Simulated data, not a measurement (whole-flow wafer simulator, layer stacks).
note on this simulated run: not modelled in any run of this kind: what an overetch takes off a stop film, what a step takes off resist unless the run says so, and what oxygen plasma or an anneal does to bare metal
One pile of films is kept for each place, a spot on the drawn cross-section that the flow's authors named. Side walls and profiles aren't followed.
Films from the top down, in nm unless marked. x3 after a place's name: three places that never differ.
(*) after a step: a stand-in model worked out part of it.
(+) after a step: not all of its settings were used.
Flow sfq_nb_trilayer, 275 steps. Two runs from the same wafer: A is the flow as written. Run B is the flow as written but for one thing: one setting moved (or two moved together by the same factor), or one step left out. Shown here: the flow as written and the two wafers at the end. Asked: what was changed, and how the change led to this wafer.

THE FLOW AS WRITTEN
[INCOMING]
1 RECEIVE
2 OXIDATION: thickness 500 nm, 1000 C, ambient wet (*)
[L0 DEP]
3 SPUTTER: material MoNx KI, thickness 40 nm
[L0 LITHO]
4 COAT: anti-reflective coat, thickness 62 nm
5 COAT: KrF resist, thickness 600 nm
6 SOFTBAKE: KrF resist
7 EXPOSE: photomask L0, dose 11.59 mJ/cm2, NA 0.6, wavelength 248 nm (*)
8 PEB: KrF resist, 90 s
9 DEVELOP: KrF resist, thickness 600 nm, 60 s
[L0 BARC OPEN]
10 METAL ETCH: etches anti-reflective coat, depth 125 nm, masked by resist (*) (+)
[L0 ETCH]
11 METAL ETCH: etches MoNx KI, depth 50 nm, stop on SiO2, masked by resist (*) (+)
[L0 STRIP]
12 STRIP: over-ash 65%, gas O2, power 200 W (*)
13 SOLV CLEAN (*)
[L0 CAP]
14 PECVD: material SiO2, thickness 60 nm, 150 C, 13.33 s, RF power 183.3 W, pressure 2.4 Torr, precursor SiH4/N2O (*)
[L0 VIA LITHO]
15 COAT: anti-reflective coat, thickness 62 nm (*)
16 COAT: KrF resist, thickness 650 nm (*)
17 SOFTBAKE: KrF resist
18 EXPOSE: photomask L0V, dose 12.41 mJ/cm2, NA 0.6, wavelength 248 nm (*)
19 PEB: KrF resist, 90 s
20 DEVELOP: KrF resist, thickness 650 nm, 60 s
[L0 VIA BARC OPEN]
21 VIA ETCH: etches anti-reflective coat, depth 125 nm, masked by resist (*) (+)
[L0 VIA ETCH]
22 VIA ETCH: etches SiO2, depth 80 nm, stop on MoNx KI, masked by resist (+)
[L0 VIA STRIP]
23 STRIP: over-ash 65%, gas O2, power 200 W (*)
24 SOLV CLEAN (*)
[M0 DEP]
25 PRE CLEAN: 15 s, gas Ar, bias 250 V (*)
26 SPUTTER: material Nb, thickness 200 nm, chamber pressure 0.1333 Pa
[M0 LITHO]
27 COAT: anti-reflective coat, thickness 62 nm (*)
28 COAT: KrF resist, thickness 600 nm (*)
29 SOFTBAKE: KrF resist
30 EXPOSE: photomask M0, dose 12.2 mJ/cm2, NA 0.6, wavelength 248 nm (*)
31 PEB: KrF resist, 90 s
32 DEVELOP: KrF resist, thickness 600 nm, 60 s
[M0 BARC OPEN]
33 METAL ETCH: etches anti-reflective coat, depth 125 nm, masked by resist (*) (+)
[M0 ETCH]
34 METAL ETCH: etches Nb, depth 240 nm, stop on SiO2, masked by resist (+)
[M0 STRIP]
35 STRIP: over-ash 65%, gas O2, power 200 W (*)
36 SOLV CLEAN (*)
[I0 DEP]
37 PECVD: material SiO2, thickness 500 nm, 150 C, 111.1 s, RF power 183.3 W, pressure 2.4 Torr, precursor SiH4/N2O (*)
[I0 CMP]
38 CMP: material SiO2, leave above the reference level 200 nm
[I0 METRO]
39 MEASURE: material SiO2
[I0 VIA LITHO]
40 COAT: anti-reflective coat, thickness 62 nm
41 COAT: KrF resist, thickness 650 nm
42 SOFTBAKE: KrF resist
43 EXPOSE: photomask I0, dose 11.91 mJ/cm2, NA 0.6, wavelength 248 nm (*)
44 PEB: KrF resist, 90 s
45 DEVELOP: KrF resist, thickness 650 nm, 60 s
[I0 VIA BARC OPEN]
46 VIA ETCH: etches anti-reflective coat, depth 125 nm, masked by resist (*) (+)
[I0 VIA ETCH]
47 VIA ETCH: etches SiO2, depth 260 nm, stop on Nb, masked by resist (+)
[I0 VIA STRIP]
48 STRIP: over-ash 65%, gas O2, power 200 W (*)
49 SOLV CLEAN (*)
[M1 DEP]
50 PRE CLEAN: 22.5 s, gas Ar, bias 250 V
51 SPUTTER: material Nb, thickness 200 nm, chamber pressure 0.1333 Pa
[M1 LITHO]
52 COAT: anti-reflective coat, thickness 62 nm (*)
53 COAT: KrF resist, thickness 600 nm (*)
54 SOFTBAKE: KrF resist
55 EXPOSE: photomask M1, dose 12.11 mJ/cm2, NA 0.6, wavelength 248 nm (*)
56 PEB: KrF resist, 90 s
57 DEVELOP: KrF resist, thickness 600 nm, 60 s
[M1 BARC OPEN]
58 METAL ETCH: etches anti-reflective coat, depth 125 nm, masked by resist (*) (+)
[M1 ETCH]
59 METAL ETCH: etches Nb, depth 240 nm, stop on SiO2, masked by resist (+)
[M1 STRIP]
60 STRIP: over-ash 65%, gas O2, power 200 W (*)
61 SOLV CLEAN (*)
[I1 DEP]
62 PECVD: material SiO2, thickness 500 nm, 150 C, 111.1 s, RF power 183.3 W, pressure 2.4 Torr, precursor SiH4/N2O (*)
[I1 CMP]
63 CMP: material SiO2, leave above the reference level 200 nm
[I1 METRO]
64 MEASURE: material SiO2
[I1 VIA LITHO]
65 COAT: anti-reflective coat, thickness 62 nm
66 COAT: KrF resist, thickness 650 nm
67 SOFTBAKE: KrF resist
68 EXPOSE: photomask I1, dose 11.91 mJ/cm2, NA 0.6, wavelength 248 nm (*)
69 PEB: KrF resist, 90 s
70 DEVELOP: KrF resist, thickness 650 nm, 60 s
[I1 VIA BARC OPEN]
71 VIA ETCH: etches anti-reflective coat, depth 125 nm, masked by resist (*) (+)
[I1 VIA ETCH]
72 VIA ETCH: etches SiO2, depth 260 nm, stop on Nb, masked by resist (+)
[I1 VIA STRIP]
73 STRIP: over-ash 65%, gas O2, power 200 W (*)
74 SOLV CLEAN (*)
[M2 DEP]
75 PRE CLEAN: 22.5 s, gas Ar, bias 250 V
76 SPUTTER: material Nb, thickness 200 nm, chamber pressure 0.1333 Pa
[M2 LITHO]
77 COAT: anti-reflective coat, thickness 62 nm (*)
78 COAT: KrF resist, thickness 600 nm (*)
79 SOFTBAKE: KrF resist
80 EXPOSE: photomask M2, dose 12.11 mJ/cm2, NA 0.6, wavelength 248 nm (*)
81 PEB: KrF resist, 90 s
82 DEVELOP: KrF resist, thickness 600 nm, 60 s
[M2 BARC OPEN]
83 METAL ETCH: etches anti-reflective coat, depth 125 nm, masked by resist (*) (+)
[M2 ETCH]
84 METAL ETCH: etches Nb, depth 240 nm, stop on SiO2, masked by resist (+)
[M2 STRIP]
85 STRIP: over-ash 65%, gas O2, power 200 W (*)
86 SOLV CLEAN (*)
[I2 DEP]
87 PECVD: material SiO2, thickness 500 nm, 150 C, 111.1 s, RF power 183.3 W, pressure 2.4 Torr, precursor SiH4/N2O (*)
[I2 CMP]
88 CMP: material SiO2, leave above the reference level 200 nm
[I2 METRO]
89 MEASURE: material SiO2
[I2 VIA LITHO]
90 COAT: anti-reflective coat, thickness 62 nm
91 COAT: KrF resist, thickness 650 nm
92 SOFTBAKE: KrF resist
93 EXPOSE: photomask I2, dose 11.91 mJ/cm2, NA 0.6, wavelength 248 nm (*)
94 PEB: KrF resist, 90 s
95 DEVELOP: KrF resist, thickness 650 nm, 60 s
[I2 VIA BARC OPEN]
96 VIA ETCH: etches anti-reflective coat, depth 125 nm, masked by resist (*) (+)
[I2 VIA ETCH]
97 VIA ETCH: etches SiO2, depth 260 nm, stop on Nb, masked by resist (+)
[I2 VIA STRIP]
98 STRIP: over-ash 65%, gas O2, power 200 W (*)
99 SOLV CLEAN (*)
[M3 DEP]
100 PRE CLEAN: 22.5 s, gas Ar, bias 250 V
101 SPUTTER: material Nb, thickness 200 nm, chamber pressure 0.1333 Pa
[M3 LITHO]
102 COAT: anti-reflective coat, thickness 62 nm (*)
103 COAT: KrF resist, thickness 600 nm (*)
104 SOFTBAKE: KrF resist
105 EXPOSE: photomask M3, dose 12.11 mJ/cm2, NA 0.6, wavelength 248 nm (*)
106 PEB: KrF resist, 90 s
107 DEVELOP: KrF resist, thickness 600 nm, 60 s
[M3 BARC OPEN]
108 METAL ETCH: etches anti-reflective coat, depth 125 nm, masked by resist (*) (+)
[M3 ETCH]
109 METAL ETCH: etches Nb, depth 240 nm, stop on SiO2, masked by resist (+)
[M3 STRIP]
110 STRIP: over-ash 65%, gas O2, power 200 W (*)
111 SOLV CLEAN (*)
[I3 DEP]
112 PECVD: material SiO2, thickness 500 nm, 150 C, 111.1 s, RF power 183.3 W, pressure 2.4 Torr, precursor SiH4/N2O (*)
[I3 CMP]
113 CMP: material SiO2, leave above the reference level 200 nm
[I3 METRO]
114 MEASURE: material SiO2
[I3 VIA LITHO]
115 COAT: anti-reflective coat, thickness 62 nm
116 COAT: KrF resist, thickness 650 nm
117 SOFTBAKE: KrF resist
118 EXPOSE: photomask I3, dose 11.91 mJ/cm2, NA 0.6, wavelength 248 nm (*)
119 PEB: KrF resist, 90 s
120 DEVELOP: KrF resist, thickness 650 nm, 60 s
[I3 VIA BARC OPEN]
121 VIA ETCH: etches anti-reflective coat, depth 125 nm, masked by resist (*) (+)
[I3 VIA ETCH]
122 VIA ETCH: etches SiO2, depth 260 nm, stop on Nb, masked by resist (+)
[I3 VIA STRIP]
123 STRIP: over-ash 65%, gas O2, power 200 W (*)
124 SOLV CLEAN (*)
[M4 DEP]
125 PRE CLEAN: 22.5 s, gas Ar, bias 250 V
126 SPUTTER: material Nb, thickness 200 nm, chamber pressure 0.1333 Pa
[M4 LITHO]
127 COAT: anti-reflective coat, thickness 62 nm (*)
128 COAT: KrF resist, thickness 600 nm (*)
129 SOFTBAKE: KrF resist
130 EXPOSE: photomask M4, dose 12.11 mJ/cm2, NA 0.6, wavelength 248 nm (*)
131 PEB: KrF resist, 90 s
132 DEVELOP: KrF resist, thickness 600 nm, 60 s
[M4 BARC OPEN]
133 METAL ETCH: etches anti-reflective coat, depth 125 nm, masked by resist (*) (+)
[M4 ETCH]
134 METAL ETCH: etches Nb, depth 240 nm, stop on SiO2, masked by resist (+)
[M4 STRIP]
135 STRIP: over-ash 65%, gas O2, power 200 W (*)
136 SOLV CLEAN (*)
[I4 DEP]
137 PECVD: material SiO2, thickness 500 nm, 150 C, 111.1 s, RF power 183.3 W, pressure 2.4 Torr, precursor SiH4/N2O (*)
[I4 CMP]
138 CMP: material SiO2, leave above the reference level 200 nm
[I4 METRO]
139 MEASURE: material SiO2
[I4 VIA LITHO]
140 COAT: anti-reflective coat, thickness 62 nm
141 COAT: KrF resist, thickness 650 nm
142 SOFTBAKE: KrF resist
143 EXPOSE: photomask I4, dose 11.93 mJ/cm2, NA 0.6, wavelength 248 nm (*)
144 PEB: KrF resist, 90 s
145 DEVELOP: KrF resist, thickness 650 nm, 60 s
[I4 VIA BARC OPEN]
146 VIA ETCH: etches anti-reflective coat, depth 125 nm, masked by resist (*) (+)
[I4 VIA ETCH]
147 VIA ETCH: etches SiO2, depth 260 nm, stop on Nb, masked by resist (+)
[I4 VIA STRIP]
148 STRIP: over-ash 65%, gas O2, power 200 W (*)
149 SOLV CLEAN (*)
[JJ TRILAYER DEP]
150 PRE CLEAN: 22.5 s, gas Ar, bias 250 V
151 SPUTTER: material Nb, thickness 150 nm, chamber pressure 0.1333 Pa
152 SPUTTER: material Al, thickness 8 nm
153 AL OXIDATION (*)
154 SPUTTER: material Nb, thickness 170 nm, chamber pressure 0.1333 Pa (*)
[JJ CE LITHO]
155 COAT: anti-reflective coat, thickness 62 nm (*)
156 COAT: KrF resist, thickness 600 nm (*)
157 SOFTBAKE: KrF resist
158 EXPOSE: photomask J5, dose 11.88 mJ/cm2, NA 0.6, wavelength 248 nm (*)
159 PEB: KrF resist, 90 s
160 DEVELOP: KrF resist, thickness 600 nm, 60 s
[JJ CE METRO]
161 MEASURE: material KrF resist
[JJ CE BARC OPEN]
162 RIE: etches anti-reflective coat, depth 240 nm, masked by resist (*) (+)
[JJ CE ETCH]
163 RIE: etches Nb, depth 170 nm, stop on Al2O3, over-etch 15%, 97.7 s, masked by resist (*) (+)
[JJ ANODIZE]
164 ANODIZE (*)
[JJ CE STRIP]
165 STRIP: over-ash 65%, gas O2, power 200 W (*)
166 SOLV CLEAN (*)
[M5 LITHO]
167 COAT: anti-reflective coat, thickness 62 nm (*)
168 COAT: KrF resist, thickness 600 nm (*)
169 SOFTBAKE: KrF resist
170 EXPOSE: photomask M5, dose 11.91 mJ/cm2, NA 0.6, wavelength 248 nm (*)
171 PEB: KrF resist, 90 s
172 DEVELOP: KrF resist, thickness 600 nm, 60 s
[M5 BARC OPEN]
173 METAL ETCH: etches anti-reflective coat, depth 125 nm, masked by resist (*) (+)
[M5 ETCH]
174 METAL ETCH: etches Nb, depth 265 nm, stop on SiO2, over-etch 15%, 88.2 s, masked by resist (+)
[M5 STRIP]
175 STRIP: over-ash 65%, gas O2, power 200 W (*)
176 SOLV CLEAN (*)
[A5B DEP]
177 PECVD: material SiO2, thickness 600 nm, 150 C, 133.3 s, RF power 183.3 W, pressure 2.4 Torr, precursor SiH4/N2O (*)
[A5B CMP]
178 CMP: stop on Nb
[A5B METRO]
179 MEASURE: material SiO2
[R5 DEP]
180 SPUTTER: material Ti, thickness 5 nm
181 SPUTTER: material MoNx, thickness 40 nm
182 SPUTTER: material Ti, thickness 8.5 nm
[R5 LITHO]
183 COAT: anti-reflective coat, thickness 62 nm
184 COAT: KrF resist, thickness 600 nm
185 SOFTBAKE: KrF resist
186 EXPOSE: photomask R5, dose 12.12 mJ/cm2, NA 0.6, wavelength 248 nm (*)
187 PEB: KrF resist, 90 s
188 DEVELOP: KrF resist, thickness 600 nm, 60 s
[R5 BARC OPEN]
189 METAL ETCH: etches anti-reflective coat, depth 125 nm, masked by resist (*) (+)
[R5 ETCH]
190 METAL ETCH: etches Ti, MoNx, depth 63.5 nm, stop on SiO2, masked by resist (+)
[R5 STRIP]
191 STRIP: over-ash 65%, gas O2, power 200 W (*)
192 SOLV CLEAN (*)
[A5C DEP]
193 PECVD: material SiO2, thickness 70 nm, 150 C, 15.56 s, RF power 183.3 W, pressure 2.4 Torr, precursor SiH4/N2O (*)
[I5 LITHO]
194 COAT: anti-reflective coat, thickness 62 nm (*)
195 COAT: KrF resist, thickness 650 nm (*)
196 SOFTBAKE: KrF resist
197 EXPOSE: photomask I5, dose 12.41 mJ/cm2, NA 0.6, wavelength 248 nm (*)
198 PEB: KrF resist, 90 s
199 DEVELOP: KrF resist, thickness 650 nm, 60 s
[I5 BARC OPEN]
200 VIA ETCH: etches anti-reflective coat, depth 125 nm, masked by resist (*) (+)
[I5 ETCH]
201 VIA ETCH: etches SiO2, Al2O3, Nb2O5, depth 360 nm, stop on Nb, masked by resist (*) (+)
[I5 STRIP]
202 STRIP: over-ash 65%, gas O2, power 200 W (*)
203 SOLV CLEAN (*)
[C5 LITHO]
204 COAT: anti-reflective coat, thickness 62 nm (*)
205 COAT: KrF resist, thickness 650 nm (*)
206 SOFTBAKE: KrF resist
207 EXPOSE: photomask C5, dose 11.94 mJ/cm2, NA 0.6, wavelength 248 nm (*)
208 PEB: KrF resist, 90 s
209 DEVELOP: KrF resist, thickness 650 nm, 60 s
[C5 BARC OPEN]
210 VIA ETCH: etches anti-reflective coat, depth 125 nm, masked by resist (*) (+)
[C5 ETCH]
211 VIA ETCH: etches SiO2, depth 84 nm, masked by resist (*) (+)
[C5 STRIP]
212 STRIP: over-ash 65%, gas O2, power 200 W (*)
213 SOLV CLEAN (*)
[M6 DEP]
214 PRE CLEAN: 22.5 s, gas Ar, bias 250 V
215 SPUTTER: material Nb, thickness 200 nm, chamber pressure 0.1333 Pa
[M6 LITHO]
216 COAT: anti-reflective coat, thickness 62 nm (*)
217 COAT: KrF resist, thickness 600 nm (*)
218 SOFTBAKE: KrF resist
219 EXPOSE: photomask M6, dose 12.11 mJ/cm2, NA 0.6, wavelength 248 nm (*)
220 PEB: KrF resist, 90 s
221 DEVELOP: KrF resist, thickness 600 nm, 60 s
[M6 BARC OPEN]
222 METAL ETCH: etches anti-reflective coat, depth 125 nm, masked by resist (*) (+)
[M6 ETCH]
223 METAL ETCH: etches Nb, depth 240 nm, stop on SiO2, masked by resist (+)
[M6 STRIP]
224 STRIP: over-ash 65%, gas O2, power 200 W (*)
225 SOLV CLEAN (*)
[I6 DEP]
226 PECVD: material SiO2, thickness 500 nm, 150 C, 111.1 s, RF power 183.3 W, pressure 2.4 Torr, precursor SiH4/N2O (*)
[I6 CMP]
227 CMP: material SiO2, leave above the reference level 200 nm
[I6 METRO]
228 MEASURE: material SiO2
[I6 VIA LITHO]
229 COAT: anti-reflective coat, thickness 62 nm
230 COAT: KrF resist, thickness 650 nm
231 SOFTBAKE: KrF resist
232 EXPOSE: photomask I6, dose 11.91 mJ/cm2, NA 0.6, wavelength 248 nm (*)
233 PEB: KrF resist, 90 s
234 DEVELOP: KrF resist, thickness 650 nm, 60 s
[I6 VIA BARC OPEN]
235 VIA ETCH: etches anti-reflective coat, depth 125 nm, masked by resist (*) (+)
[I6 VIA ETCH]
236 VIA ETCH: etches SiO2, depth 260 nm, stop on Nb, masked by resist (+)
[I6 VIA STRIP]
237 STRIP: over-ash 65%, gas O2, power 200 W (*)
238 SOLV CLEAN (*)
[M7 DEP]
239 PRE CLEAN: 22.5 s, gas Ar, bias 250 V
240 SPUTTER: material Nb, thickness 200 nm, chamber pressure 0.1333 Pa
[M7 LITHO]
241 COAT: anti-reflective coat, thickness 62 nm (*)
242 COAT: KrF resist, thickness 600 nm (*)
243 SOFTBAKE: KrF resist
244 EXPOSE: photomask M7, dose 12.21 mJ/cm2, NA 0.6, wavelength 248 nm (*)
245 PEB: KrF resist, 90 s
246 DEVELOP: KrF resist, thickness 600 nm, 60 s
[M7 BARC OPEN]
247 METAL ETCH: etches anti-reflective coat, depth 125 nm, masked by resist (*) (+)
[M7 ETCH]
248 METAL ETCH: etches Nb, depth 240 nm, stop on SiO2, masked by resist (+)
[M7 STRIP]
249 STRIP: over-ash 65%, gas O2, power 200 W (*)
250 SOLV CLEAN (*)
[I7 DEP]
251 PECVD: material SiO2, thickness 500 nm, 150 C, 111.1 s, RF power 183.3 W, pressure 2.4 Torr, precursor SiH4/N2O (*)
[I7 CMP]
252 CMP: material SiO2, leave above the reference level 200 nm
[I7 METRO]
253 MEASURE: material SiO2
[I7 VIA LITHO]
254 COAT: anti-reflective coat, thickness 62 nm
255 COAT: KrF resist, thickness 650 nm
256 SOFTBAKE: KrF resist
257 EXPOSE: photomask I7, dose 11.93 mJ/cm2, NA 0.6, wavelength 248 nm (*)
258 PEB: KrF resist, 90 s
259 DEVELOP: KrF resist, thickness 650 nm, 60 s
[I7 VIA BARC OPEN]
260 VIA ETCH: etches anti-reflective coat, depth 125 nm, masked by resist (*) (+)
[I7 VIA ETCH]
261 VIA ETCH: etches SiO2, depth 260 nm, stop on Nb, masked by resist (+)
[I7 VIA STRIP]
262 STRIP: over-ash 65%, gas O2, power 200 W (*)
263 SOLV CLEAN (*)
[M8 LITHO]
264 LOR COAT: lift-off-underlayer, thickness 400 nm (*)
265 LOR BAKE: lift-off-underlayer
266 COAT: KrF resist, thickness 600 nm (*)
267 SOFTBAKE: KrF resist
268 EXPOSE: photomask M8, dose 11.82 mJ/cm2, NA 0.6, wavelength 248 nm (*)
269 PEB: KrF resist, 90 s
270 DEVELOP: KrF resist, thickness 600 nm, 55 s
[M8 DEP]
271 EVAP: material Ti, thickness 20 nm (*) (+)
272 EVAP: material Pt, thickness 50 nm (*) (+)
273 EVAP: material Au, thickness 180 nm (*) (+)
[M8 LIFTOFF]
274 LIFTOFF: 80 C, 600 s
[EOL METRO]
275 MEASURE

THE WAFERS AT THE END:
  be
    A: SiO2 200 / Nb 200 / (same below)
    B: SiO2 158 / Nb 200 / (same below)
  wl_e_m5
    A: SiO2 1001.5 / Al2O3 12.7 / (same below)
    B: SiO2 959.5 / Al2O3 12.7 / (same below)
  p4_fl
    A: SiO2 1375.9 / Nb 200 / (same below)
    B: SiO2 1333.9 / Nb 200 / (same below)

The cause: step 252, CMP: leave above the reference level 158 nm was run, where the flow has leave above the reference level 200 nm.
It can be read off the wafer: be has SiO2 158, and step 252 as written asks for 200 nm.

How the change led to this, step by step:
  252 CMP: material SiO2, leave above the reference level 200 nm
      field_l, p4_fl, p4_fm and 56 more: A SiO2 -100 | B SiO2 -142
      v_sur, via_wl, via_w and 37 more: A SiO2 -300 | B SiO2 -342
      (and at 7 more places)
  261 VIA ETCH: etches SiO2, depth 260 nm, stop on Nb, masked by resist (+)
      field_l, v_sur, via_sp and 100 more: A KrF resist -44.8 | B KrF resist -40.8
      via_wl, via_w, via_wr: A SiO2 -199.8 (all of it) | B SiO2 -157.8 (all of it)
  264 LOR COAT: lift-off-underlayer, thickness 400 nm (*)
      via_wl, via_wr: A lift-off-underlayer +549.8 (new film) | B lift-off-underlayer +518.3 (new film)
      via_w: A lift-off-underlayer +536.4 (new film) | B lift-off-underlayer +507.8 (new film)
  270 DEVELOP: KrF resist, thickness 600 nm, 55 s
      via_wl: A KrF resist -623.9 (all of it), lift-off-underlayer -549.8 (all of it) | B KrF resist -618.6 (all of it), lift-off-underlayer -518.3 (all of it)
      via_w: A KrF resist -635.4 (all of it), lift-off-underlayer -536.4 (all of it) | B KrF resist -627.7 (all of it), lift-off-underlayer -507.8 (all of it)
      (and at 1 more place)
